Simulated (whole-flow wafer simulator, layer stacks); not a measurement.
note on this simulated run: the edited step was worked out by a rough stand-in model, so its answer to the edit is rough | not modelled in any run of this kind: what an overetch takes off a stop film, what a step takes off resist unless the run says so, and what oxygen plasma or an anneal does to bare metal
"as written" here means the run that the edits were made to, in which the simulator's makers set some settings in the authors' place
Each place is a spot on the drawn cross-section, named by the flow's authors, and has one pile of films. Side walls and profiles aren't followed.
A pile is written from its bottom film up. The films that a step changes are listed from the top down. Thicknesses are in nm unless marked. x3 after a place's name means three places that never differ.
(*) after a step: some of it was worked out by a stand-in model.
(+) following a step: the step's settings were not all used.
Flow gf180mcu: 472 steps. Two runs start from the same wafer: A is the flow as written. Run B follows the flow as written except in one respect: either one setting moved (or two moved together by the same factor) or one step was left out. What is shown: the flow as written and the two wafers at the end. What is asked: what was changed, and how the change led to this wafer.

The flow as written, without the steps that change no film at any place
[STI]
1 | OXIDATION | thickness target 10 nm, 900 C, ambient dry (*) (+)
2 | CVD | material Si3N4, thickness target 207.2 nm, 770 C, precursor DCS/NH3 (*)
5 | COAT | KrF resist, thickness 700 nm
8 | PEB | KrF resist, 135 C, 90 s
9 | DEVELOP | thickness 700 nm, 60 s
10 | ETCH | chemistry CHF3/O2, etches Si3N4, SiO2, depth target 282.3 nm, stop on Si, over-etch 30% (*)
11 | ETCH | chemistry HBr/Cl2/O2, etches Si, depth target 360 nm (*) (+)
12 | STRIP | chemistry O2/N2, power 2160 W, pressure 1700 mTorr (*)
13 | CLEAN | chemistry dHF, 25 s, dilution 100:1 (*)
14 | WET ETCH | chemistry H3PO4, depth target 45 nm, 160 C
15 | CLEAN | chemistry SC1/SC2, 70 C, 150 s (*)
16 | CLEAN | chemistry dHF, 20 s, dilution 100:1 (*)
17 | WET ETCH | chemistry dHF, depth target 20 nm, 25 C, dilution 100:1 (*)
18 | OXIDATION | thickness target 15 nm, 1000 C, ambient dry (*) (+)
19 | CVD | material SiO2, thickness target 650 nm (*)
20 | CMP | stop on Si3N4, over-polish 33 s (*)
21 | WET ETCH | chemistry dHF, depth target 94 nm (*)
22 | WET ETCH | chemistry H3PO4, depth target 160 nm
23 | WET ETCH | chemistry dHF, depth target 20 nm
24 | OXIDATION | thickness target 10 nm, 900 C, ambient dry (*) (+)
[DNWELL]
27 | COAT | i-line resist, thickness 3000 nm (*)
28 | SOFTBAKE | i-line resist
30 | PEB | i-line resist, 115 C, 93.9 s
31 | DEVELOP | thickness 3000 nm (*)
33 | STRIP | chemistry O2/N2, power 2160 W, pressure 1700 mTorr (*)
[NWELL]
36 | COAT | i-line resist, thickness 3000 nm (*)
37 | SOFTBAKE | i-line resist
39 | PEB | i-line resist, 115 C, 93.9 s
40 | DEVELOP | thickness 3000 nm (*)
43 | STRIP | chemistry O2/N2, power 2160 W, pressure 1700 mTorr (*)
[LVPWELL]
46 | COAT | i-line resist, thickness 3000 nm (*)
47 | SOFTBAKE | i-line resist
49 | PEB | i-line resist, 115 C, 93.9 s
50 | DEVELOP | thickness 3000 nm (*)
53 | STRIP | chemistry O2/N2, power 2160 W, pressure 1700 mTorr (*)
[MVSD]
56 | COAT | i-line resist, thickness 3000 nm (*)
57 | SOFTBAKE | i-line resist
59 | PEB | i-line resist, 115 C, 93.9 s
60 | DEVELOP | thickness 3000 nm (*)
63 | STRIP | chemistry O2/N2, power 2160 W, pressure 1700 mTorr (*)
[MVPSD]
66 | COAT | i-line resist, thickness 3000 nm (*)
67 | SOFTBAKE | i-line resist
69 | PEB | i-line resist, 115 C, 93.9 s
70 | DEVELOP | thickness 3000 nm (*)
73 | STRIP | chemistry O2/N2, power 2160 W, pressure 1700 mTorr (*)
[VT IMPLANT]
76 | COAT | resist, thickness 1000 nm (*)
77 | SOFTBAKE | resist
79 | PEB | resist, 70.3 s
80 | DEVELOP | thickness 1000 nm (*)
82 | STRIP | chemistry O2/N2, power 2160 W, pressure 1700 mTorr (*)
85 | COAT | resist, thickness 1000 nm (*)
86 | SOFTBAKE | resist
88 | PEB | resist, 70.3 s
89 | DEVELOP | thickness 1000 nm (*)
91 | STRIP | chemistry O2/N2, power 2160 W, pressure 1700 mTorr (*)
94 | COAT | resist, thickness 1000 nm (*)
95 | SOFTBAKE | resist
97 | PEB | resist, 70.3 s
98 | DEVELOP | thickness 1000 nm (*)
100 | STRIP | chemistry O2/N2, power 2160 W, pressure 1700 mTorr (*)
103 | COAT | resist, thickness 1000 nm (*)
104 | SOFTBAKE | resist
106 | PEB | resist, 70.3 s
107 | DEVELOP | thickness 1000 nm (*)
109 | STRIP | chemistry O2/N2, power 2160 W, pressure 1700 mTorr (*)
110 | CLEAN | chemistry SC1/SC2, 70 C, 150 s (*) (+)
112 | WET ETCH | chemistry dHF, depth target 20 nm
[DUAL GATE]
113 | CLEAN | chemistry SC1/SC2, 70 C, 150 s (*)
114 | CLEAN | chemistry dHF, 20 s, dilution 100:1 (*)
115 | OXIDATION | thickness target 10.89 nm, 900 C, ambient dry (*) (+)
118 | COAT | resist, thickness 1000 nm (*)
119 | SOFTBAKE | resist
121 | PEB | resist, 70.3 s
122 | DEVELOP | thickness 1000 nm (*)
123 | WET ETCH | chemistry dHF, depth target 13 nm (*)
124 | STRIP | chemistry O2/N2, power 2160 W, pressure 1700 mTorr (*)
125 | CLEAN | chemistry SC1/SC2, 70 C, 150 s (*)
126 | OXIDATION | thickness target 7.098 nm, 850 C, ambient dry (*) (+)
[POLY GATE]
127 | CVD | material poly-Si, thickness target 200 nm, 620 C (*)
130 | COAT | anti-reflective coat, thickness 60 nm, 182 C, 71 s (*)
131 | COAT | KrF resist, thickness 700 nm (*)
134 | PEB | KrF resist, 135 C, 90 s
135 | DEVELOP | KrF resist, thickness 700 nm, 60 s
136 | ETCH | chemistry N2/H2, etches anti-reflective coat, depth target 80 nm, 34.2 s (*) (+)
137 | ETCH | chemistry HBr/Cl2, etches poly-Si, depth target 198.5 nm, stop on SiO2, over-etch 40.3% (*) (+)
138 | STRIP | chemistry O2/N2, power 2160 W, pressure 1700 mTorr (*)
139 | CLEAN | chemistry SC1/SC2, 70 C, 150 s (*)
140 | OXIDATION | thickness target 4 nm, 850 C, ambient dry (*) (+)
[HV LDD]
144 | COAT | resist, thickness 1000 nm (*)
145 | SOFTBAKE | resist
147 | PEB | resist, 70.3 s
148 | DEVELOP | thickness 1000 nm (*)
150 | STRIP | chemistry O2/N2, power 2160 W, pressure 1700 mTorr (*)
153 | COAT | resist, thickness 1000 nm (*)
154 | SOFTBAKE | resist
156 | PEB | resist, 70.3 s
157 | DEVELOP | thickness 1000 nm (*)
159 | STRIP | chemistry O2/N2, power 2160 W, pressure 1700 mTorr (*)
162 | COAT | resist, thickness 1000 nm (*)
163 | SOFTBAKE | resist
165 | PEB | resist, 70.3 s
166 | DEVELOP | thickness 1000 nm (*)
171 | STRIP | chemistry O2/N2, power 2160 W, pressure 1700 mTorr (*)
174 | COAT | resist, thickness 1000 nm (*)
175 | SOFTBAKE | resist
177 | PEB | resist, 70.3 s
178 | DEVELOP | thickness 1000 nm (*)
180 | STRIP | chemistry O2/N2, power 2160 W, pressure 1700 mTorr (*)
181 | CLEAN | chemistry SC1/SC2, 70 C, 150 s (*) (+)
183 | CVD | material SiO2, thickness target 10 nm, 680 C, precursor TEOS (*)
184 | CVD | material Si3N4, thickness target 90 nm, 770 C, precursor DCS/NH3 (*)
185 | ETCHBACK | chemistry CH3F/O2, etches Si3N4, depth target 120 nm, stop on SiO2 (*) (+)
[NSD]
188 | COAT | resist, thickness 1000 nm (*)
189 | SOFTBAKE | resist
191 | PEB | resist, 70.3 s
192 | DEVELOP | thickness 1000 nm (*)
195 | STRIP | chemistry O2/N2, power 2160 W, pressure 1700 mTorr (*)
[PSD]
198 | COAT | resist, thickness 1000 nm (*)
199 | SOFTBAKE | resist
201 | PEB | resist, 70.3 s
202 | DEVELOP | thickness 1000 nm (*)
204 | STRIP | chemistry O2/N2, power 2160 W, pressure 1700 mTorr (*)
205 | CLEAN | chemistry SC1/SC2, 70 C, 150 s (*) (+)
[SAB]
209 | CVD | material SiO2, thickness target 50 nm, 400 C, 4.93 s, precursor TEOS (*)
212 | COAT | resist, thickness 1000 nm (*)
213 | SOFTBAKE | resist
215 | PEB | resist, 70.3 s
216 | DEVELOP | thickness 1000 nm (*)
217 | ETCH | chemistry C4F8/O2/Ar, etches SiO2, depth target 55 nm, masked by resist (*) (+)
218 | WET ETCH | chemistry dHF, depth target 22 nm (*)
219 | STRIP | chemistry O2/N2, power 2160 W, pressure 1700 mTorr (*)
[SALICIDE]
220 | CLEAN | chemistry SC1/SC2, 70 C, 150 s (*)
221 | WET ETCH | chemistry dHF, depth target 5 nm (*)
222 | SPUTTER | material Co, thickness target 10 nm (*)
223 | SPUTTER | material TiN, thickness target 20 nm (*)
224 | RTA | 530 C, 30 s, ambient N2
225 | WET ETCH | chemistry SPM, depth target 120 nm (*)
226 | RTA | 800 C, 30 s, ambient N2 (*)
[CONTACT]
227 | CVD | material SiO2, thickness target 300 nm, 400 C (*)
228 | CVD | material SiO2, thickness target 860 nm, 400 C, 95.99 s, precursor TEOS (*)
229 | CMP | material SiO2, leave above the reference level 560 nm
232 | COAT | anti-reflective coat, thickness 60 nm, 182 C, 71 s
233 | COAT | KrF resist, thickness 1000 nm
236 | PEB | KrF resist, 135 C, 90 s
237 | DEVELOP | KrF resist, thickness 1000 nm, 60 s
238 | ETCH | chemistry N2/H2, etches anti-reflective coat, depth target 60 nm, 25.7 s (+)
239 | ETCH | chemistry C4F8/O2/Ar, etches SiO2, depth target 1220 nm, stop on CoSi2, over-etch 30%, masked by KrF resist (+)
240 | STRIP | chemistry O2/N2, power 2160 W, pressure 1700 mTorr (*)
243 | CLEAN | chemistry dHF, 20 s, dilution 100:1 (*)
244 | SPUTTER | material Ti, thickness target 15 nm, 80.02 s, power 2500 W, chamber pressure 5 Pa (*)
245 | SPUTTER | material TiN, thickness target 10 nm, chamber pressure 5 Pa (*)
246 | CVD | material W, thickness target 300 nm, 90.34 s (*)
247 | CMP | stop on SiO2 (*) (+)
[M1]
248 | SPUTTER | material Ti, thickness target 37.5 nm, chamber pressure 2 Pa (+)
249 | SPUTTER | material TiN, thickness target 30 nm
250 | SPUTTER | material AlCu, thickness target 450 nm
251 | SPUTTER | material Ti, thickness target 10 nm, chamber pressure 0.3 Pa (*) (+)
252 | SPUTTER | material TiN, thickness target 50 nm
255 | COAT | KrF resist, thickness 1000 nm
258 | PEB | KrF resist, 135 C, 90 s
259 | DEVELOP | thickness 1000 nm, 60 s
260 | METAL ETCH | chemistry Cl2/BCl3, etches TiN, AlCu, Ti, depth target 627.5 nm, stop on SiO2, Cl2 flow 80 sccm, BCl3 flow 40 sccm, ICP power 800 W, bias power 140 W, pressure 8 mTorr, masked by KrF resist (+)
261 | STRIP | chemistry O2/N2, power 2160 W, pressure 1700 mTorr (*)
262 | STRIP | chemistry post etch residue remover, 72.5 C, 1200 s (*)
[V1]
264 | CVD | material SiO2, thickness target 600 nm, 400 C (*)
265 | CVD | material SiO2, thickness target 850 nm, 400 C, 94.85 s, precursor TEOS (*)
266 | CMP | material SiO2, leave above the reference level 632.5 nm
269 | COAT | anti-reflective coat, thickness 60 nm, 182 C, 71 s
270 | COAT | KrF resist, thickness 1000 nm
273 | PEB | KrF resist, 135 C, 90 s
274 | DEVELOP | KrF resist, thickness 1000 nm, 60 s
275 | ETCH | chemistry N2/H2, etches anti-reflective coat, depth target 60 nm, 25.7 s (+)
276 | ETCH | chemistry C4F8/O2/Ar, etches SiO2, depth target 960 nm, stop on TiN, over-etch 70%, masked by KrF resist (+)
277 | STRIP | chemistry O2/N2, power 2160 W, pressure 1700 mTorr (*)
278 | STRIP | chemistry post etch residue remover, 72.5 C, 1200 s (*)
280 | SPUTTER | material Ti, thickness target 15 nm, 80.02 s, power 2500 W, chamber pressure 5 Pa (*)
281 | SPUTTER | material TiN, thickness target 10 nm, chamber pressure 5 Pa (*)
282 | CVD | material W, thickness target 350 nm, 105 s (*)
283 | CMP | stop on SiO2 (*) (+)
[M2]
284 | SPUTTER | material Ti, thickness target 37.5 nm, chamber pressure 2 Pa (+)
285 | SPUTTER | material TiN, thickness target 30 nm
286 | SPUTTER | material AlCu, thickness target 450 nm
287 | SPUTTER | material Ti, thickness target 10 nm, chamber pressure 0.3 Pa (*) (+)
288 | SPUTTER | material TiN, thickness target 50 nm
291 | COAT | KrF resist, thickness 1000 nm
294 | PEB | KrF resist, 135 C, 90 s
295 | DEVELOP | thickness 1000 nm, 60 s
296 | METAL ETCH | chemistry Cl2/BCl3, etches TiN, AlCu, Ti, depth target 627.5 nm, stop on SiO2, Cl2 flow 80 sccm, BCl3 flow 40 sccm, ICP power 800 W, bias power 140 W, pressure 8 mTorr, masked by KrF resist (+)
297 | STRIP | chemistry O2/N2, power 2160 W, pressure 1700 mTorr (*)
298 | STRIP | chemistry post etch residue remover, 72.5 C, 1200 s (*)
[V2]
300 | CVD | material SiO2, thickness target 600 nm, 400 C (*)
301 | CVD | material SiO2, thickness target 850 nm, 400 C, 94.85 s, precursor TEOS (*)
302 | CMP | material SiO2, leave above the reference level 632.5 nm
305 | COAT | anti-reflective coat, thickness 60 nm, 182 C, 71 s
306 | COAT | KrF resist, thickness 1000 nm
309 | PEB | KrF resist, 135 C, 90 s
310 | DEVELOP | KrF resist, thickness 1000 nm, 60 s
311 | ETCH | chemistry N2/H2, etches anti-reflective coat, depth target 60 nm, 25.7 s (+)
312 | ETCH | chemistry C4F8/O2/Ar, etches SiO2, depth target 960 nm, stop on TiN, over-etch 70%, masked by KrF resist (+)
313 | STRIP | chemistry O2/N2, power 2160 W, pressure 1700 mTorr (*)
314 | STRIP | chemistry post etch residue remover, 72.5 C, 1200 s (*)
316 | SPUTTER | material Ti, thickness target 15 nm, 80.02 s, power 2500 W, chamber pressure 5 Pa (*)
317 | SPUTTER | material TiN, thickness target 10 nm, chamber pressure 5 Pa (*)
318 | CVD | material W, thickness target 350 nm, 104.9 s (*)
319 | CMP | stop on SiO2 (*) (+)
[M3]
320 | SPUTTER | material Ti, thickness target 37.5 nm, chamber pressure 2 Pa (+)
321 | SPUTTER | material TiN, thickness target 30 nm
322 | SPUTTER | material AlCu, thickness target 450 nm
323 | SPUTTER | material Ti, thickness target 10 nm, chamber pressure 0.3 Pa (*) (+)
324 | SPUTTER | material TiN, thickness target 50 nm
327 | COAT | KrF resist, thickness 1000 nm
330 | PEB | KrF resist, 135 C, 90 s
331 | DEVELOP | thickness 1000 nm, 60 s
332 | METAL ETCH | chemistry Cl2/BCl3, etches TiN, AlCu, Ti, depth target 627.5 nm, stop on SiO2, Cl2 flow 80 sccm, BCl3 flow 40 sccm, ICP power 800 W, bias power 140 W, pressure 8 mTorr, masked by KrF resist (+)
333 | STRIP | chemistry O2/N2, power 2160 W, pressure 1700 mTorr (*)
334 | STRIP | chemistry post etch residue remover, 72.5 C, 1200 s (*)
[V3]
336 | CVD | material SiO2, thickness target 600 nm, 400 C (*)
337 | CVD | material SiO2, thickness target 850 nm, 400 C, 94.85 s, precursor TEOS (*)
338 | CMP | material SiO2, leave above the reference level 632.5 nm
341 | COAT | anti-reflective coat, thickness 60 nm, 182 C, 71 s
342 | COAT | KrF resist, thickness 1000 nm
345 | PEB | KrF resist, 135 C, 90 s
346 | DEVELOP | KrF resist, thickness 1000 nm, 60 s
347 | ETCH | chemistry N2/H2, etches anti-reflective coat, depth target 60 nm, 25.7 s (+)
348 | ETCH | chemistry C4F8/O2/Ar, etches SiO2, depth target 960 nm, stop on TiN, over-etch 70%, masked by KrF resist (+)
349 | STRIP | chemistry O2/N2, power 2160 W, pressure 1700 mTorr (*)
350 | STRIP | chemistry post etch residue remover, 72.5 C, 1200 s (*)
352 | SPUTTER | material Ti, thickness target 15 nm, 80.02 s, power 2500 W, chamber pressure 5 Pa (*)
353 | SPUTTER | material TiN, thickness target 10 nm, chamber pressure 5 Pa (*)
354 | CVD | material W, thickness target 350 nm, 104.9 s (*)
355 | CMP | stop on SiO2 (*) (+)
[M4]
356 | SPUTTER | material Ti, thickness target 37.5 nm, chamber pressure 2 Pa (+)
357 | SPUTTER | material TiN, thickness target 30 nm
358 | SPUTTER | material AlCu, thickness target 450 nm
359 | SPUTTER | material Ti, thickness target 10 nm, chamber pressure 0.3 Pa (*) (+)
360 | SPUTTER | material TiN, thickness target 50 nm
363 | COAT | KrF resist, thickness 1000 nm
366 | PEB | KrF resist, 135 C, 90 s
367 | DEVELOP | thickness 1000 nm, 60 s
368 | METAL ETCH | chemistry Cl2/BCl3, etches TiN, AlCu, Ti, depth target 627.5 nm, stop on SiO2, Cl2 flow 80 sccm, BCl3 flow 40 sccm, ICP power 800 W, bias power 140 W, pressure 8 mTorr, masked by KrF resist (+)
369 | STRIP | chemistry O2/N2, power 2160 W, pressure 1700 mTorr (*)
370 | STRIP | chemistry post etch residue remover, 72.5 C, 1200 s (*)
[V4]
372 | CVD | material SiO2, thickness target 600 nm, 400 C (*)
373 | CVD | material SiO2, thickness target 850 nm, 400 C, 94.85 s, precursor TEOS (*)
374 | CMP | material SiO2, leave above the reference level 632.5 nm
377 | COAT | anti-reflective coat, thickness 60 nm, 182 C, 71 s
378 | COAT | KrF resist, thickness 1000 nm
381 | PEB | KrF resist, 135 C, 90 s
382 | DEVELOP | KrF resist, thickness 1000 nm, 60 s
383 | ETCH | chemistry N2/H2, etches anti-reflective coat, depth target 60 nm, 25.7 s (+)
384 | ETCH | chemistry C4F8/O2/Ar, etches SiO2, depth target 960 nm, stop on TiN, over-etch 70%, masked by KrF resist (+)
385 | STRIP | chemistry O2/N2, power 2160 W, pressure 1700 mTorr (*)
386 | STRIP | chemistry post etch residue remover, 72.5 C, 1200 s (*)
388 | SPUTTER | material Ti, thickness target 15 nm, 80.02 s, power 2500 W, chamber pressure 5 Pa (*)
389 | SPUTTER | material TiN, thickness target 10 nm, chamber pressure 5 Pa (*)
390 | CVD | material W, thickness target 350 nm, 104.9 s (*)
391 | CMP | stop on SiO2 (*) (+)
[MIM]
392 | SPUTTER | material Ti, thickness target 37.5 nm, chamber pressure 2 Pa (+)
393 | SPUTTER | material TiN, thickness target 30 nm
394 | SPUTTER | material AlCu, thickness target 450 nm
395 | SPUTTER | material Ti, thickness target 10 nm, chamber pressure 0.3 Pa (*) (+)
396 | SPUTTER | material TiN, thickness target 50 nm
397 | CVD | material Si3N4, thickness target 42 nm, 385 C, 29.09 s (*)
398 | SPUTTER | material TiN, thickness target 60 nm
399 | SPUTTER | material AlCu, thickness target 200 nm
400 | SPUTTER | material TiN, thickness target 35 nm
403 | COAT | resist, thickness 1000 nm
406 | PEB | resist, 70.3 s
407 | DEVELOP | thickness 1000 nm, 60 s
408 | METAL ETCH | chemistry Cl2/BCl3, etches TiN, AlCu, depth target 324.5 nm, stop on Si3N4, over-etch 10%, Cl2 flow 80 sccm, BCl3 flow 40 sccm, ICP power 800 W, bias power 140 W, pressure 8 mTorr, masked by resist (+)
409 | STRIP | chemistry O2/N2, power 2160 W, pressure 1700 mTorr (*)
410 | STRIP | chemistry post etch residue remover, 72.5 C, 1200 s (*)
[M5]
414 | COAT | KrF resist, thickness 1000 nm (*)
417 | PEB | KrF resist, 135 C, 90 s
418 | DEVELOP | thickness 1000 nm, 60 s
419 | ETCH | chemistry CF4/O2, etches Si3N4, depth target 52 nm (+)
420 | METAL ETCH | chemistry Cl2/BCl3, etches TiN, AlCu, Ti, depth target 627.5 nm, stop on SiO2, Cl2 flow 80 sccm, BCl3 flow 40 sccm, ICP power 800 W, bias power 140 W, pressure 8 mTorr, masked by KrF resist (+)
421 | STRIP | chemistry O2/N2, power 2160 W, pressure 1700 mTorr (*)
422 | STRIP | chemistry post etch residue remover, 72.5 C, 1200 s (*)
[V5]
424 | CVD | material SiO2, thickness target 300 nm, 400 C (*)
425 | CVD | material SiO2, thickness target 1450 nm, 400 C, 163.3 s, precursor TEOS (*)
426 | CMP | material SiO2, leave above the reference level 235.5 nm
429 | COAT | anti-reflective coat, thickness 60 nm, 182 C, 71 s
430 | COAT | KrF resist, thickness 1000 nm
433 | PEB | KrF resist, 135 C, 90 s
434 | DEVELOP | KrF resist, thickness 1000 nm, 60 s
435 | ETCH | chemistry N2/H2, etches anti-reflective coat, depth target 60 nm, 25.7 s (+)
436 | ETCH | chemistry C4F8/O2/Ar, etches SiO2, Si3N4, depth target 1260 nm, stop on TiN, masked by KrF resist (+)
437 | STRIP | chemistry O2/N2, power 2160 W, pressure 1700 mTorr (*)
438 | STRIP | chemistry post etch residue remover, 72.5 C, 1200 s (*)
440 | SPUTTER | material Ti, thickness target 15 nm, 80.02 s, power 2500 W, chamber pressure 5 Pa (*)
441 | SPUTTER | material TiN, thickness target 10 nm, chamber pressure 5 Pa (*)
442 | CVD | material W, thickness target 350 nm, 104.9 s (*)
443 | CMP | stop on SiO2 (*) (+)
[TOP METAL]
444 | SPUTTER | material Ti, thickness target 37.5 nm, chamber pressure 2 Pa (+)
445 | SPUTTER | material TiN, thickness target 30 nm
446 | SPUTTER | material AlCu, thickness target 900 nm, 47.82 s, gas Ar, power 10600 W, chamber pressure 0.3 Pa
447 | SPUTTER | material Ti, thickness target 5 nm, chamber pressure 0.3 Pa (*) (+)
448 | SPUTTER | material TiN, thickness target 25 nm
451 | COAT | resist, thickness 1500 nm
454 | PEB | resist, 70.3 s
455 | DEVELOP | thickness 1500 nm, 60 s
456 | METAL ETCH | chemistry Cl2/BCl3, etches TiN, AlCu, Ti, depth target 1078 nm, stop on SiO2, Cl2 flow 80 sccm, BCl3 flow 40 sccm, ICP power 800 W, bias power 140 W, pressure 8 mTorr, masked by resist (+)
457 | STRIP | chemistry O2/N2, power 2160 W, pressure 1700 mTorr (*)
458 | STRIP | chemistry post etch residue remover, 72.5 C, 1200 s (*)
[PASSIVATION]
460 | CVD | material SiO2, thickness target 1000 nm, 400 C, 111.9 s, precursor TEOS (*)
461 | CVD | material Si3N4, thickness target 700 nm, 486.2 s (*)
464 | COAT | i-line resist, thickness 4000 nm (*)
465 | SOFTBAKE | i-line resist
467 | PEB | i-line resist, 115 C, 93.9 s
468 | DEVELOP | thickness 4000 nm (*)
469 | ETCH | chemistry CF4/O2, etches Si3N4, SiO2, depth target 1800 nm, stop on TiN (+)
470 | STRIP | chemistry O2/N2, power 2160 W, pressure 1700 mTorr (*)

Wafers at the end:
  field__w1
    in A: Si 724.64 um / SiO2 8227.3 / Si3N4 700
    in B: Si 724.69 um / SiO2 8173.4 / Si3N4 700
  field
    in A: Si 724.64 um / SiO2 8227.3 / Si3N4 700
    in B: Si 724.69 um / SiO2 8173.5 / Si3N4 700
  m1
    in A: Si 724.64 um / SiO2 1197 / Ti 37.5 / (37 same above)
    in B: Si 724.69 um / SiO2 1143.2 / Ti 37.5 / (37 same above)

What caused this: step 11, ETCH: depth target 306 nm was run, though the flow has depth target 360 nm.

How this came from the change, step by step:
  11 | ETCH | chemistry HBr/Cl2/O2, etches Si, depth target 360 nm (*) (+)
      active, n_well, p_well and 40 more: A KrF resist loses 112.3 | B KrF resist loses 94.3
      field, field_sub, sti and 34 more: A Si loses 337 | B Si loses 283
  12 | STRIP | chemistry O2/N2, power 2160 W, pressure 1700 mTorr (*)
      active, n_well, p_well and 40 more: A KrF resist loses 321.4 (all of it) | B KrF resist loses 339.4 (all of it)
  19 | CVD | material SiO2, thickness target 650 nm (*)
      m1, ld_fp_n, ld_drift_n and 8 more: A SiO2 gains 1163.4 | B SiO2 gains 1109.4
  20 | CMP | stop on Si3N4, over-polish 33 s (*)
      sti, mim_1p0, pad and 11 more: A SiO2 loses 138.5 | B SiO2 loses 192.5
      nw_enc_fld, nw_enc_fld_lv: A SiO2 loses 142.5 | B SiO2 loses 196.5
      (as well as at 10 more places)
